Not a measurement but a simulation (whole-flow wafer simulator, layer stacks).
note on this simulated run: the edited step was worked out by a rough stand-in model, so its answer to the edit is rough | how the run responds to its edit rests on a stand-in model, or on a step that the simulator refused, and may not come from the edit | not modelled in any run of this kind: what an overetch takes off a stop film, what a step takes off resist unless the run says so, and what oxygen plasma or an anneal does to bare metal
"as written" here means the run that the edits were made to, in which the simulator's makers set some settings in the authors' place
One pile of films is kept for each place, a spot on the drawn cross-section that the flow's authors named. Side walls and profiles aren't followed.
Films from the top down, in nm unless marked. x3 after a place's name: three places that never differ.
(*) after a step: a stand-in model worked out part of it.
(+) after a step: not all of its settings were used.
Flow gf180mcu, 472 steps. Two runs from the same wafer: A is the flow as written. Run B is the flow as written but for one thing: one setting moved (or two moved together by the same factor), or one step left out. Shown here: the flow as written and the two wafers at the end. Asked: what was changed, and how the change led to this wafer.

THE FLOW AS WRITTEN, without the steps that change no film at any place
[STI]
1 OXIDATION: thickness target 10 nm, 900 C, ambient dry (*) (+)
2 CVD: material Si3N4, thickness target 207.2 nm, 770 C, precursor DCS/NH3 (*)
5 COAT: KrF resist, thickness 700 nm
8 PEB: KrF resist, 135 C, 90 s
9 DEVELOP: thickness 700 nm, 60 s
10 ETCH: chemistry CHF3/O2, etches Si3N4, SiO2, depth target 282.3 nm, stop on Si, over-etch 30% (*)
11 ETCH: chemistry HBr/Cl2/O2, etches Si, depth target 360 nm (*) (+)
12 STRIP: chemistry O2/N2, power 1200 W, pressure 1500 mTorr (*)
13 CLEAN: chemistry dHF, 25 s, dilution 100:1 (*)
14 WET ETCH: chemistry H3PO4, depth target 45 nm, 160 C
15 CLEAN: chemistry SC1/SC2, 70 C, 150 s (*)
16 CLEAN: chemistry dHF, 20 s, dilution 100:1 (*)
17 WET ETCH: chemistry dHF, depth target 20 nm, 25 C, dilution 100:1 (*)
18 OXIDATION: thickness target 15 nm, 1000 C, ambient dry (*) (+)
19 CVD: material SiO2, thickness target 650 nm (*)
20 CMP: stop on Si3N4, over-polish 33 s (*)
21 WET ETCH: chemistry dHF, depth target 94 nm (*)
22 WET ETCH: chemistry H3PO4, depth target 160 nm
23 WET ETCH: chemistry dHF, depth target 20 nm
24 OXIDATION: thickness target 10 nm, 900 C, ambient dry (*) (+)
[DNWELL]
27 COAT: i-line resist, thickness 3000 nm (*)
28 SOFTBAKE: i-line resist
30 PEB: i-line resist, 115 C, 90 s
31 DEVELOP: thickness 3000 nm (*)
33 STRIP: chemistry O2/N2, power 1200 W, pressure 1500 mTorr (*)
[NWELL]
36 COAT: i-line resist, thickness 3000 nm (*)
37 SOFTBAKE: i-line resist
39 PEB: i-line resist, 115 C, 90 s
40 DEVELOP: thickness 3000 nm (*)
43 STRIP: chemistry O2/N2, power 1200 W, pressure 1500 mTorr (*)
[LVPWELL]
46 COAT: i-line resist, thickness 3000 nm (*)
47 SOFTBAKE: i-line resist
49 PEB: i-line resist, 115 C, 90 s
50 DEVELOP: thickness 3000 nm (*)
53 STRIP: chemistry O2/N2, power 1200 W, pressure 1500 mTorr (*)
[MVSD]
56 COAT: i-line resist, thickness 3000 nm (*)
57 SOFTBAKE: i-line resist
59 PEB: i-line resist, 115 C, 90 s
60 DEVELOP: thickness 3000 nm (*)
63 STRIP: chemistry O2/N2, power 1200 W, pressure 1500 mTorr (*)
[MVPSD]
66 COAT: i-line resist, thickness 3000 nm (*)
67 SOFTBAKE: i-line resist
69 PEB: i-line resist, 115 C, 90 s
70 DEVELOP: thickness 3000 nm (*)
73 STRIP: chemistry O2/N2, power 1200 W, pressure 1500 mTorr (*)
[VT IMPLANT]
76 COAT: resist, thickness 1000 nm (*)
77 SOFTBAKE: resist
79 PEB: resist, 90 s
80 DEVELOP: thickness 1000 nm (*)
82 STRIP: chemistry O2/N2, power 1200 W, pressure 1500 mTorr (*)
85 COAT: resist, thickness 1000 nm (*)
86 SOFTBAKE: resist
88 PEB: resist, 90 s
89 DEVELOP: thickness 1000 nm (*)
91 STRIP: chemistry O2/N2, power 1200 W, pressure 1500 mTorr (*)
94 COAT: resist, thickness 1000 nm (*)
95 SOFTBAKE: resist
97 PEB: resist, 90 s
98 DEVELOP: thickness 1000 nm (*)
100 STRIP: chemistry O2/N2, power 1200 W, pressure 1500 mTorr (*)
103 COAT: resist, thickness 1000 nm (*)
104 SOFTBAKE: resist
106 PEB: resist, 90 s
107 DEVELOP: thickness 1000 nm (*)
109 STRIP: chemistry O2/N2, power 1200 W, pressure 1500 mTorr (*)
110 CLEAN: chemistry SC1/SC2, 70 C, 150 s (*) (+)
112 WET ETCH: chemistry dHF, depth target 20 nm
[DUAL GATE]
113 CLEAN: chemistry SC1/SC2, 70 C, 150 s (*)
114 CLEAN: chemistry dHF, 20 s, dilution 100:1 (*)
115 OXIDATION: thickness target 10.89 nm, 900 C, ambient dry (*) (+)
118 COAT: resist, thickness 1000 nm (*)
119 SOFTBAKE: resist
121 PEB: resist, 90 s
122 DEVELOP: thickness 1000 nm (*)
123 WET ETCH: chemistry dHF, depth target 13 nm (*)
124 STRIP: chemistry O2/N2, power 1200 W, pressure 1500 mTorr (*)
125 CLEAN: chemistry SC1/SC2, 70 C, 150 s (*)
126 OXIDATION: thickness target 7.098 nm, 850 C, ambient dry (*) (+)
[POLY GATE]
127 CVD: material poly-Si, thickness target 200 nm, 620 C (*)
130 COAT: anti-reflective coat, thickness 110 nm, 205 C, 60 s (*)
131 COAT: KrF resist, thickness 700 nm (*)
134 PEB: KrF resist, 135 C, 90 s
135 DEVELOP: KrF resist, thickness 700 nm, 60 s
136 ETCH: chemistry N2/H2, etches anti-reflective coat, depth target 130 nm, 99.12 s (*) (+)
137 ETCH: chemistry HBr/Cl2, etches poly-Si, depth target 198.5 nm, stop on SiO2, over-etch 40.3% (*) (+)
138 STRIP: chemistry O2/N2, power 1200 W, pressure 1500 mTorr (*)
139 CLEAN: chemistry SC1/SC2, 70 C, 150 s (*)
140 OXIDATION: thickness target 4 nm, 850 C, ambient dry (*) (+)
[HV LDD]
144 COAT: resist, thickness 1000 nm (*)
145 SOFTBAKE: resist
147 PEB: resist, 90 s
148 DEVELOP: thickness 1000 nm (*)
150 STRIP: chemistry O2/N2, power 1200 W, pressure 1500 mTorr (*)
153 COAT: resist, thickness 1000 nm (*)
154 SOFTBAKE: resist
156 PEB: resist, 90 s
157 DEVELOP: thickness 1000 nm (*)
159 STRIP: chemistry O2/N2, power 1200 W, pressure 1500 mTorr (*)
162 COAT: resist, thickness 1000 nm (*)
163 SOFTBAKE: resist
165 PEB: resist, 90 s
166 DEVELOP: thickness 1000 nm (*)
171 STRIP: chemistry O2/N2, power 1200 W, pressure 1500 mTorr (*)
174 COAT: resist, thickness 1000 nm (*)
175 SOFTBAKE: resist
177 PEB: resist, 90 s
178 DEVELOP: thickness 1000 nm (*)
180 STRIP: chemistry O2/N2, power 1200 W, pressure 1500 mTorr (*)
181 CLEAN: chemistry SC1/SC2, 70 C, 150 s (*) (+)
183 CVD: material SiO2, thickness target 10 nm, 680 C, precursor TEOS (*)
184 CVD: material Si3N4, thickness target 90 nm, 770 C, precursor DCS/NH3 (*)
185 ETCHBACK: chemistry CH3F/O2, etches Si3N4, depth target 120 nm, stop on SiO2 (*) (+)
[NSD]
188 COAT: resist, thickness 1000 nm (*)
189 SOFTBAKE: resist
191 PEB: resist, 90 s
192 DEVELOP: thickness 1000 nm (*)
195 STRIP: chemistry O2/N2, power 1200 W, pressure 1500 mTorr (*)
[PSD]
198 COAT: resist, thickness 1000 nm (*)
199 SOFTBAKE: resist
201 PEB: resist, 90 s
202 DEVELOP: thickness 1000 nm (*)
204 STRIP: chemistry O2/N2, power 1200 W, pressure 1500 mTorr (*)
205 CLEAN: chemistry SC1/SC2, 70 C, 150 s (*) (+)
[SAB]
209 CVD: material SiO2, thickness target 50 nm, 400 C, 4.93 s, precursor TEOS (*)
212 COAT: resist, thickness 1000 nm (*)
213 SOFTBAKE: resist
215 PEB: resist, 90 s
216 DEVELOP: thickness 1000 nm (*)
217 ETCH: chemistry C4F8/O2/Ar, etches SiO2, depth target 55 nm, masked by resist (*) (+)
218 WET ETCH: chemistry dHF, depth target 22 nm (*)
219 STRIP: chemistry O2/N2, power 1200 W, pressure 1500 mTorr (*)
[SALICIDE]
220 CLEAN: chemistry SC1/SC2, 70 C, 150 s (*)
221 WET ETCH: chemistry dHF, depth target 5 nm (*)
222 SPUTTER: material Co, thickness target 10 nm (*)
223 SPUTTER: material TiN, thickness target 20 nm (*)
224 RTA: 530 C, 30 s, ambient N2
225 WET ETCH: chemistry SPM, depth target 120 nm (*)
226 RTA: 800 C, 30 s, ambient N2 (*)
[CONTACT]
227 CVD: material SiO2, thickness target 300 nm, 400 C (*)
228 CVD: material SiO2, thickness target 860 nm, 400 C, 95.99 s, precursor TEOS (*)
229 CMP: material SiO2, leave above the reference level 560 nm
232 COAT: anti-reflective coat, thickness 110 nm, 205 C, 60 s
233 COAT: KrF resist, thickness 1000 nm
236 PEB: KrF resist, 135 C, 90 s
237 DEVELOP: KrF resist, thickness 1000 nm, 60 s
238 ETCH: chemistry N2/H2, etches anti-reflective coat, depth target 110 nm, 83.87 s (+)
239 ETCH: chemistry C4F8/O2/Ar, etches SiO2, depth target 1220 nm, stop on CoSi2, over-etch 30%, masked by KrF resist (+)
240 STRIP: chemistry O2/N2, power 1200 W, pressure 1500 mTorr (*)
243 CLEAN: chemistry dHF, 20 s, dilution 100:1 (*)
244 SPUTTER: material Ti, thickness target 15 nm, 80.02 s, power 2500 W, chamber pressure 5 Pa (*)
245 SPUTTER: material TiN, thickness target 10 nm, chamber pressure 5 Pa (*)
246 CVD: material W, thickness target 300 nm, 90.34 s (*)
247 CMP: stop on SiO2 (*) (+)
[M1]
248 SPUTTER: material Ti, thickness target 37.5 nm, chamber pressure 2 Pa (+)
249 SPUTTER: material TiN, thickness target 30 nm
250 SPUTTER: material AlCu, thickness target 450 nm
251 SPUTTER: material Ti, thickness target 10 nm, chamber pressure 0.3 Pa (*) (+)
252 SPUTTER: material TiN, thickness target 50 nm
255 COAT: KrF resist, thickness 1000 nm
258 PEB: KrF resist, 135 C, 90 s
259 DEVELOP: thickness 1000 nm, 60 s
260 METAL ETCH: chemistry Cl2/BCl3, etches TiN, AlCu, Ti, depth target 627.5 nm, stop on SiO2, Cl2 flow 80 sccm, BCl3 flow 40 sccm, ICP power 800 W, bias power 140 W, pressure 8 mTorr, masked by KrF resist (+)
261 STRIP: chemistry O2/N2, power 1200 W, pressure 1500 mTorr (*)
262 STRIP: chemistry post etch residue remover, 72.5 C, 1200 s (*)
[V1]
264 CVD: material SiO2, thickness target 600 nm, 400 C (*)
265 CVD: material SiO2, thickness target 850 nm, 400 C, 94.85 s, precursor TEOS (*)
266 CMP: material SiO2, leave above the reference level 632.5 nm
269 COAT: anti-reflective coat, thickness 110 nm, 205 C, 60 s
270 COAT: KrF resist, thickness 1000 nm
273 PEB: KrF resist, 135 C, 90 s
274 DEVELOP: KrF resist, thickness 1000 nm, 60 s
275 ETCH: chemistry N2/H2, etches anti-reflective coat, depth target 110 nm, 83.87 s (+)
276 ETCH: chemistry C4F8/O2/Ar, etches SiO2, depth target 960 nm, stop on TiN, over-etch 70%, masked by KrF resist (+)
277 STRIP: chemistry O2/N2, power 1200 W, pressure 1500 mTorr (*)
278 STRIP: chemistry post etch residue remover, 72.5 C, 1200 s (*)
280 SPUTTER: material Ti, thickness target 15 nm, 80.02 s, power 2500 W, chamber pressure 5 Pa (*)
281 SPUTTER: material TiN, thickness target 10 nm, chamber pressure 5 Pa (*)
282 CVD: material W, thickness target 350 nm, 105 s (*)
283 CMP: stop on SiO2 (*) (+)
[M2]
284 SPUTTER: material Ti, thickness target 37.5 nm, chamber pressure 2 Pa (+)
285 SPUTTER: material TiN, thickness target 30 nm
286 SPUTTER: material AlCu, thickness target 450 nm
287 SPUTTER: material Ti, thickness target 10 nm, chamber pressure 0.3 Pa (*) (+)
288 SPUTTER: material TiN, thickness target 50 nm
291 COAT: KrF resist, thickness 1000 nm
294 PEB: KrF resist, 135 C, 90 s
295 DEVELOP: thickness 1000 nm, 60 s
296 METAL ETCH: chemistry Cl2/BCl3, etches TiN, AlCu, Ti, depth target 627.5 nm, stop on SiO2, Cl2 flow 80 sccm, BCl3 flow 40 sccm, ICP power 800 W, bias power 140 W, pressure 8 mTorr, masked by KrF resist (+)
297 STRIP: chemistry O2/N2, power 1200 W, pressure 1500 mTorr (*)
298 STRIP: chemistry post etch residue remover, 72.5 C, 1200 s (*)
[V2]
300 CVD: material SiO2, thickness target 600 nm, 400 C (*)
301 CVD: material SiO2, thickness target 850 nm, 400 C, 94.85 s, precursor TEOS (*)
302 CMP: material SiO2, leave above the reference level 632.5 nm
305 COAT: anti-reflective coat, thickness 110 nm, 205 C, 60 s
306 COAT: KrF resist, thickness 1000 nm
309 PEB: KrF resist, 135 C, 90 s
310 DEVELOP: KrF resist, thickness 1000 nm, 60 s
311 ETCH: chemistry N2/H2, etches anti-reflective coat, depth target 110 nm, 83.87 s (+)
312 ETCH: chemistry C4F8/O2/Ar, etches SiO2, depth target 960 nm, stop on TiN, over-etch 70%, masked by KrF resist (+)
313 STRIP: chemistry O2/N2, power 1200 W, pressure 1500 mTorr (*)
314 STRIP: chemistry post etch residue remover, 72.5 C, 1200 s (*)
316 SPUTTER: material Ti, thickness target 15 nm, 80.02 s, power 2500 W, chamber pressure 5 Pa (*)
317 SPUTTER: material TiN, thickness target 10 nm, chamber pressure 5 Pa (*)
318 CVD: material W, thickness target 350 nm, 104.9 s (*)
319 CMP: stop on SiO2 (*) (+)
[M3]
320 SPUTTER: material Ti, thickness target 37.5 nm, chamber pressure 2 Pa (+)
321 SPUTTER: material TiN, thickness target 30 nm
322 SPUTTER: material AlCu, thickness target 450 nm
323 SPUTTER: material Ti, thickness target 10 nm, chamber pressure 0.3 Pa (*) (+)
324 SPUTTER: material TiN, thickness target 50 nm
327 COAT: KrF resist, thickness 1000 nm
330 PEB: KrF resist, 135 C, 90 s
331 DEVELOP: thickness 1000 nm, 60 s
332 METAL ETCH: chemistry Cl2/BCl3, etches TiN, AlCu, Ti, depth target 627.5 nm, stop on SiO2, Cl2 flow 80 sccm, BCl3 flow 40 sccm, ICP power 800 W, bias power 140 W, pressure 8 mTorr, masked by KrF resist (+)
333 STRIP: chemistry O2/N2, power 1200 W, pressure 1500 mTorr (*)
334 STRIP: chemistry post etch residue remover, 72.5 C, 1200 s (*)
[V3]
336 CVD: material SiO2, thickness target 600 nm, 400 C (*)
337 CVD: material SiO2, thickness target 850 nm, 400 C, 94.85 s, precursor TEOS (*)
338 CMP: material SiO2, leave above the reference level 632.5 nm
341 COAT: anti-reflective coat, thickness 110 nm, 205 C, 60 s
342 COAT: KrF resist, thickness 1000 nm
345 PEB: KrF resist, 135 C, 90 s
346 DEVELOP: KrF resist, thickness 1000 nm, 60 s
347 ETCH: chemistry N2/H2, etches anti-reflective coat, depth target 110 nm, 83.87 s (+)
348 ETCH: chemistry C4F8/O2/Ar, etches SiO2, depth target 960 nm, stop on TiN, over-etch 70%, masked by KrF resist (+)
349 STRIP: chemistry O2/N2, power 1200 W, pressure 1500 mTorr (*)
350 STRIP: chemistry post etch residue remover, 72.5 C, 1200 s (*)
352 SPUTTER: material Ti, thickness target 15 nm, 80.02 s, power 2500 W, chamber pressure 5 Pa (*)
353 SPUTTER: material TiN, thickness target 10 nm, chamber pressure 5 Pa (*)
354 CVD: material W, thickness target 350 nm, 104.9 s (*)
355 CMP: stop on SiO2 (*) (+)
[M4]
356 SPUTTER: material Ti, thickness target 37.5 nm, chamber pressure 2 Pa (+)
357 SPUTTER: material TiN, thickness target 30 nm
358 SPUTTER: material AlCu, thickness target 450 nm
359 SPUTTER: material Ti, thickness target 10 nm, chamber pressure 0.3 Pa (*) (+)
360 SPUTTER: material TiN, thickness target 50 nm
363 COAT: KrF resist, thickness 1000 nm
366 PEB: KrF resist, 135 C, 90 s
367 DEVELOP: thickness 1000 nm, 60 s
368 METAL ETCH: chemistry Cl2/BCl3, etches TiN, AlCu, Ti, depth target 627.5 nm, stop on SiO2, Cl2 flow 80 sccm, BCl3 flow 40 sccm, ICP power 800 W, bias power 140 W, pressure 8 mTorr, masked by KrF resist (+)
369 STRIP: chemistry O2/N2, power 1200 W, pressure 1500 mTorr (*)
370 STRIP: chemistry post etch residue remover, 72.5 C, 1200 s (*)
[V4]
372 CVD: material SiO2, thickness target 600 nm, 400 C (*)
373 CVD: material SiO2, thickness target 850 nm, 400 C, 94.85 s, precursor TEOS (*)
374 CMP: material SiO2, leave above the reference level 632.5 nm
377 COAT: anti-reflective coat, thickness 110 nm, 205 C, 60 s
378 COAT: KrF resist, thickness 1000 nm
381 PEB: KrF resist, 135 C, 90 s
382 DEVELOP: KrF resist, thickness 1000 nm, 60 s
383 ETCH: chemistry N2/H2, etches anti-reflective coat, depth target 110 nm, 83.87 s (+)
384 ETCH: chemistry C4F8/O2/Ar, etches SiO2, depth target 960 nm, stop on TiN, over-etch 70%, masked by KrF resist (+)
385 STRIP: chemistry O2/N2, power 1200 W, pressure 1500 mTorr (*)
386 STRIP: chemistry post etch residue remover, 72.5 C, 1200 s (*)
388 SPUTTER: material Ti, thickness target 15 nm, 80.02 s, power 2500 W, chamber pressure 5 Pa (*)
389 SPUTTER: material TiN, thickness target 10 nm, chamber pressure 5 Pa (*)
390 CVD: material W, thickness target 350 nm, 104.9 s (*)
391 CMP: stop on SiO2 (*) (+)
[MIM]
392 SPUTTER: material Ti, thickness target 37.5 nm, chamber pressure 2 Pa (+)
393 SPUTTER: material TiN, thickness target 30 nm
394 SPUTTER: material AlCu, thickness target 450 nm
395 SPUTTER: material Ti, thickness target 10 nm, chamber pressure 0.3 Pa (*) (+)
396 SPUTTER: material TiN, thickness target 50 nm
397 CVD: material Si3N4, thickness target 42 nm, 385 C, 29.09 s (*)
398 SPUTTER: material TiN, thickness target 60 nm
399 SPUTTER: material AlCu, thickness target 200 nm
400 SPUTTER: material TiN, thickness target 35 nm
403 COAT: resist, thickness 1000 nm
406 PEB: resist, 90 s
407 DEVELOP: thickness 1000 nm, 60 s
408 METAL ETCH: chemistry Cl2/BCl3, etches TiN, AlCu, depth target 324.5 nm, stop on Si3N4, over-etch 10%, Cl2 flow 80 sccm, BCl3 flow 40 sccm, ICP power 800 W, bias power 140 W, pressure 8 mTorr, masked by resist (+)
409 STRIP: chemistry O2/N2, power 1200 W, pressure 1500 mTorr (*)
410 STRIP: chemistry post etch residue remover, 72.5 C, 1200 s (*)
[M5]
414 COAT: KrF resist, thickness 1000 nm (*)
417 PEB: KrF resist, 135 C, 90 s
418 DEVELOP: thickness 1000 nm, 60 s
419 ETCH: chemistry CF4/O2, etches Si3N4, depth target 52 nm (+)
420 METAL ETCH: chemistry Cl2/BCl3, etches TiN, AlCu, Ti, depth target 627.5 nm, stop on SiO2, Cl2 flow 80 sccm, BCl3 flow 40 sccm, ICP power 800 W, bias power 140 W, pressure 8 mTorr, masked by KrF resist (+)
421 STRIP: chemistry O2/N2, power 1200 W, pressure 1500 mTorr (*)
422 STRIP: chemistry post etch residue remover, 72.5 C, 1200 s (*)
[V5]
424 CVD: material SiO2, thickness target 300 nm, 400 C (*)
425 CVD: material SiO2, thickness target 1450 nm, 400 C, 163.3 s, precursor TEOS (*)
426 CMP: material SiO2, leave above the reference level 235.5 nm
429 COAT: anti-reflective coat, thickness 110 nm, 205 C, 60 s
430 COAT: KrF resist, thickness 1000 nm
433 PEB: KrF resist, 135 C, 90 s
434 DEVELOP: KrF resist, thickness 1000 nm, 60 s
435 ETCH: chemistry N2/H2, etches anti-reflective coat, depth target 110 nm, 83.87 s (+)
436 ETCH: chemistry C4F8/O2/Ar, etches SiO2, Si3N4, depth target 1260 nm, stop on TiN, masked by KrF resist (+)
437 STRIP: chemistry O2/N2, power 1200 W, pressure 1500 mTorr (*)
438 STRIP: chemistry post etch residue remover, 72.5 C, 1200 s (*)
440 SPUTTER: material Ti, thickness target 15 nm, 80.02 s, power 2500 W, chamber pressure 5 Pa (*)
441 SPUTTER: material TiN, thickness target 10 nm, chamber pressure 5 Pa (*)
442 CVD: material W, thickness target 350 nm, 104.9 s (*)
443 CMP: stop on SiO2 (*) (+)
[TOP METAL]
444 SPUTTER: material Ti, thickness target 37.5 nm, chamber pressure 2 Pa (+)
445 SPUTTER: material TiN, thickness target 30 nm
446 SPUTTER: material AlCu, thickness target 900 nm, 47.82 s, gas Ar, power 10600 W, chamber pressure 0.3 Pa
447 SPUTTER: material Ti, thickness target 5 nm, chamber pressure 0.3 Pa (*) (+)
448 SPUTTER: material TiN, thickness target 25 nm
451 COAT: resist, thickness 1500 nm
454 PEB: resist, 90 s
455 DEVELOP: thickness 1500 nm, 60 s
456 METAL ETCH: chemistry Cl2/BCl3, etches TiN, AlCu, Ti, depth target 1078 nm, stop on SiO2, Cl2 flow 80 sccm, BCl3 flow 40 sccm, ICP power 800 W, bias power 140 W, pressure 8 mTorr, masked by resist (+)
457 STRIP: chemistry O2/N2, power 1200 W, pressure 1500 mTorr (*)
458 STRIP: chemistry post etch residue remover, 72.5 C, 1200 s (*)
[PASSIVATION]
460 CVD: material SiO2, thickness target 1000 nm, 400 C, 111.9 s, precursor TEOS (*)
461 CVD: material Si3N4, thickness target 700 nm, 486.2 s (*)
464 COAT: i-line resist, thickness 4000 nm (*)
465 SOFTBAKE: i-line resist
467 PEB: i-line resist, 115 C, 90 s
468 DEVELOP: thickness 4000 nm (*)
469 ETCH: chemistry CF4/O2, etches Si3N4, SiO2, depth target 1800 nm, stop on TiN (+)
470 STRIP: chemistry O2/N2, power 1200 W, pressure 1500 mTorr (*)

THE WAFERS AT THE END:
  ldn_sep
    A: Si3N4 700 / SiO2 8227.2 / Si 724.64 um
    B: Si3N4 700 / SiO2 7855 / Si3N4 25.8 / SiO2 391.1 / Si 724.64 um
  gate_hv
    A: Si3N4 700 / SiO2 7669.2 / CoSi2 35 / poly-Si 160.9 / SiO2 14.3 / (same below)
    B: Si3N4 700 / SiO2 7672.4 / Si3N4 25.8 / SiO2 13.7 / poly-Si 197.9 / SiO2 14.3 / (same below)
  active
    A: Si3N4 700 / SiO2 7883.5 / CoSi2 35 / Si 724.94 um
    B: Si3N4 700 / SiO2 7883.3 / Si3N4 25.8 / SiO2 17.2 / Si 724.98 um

The cause: step 185, ETCHBACK: depth target 60 nm was run, where the flow has depth target 120 nm.

How the change led to this, step by step:
  185 ETCHBACK: chemistry CH3F/O2, etches Si3N4, depth target 120 nm, stop on SiO2 (*) (+)
      field, field__w1, field__w2 and 100 more: A Si3N4 -90 (all of it), SiO2 -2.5 | B Si3N4 -60
  188 COAT: resist, thickness 1000 nm (*)
      spacer: A resist +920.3 (new film) | B resist +952.9 (new film)
  189 SOFTBAKE: resist
      field__w9: A resist +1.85 | B resist -1.08
      nw_enc_fld_lv: A resist +0.58 | B resist +1.62
  191 PEB: resist, 90 s
      spacer: A resist -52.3 | B resist -54.5
  192 DEVELOP: thickness 1000 nm (*)
      spacer: A resist -868 (all of it) | B resist -898.5 (all of it)
  198 COAT: resist, thickness 1000 nm (*)
      spacer: A resist +920.3 (new film) | B resist +952.9 (new film)
  199 SOFTBAKE: resist
      field__w9: A resist +1.85 | B resist -1.08
      nw_enc_fld_lv: A resist +0.58 | B resist +1.62
  201 PEB: resist, 90 s
      spacer: A resist -52.3 | B resist -54.5
  204 STRIP: chemistry O2/N2, power 1200 W, pressure 1500 mTorr (*)
      spacer: A resist -868 (all of it) | B resist -898.4 (all of it)
  205 CLEAN: chemistry SC1/SC2, 70 C, 150 s (*) (+)
      field, field__w1, field__w2 and 105 more: A SiO2 -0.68 | B Si3N4 -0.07
  209 CVD: material SiO2, thickness target 50 nm, 400 C, 4.93 s, precursor TEOS (*)
      field, field__w7, field__w8 and 73 more: A SiO2 +50 | B SiO2 +50 (new film)
      field_sub__w1, field_sub__w3, field_sub__w4, field_sub__w5, ld_drift_n: A SiO2 +48.9 | B SiO2 +48.8 (new film)
      (and at 27 more places)
  212 COAT: resist, thickness 1000 nm (*)
      spacer: A resist +919.2 (new film) | B resist +952.2 (new film)
  215 PEB: resist, 90 s
      spacer: A resist -52.3 | B resist -54.4
  216 DEVELOP: thickness 1000 nm (*)
      spacer: A resist -866.9 (all of it) | B resist -897.8 (all of it)
  217 ETCH: chemistry C4F8/O2/Ar, etches SiO2, depth target 55 nm, masked by resist (*) (+)
      field, field__w7, field__w8 and 70 more: A SiO2 -55 | B SiO2 -50 (all of it), Si3N4 -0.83
      field_sub__w1, field_sub__w3, field_sub__w4, field_sub__w5, ld_drift_n: A SiO2 -55 | B SiO2 -48.8 (all of it), Si3N4 -1.03
      (and at 21 more places)
  218 WET ETCH: chemistry dHF, depth target 22 nm (*)
      gate, gate_hv, gate_p and 23 more: A SiO2 -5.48 (all of it) | B Si3N4 -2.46
      field, field__w10, sti and 14 more: A SiO2 -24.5 | B Si3N4 -2.46
      (and at 56 more places)
  ... 12 more steps ...
  471 ANNEAL: 400 C, 1800 s, ambient N2/H2
      polyc_n, polyc_p: A nothing | B under 9 films: void +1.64 (new film), Ti -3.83, TiSi first +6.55 (new film), poly-Si -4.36
      contact: A nothing | B under 49 films: void +1.62 (new film), Ti -3.83, TiSi first +6.55 (new film), Si -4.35
Counting metal films that touch as one body, gate_hv has 0 bodies; the flow as written gives 1 body.
Counting metal films that touch as one body, active has 0 bodies; the flow as written gives 1 body.
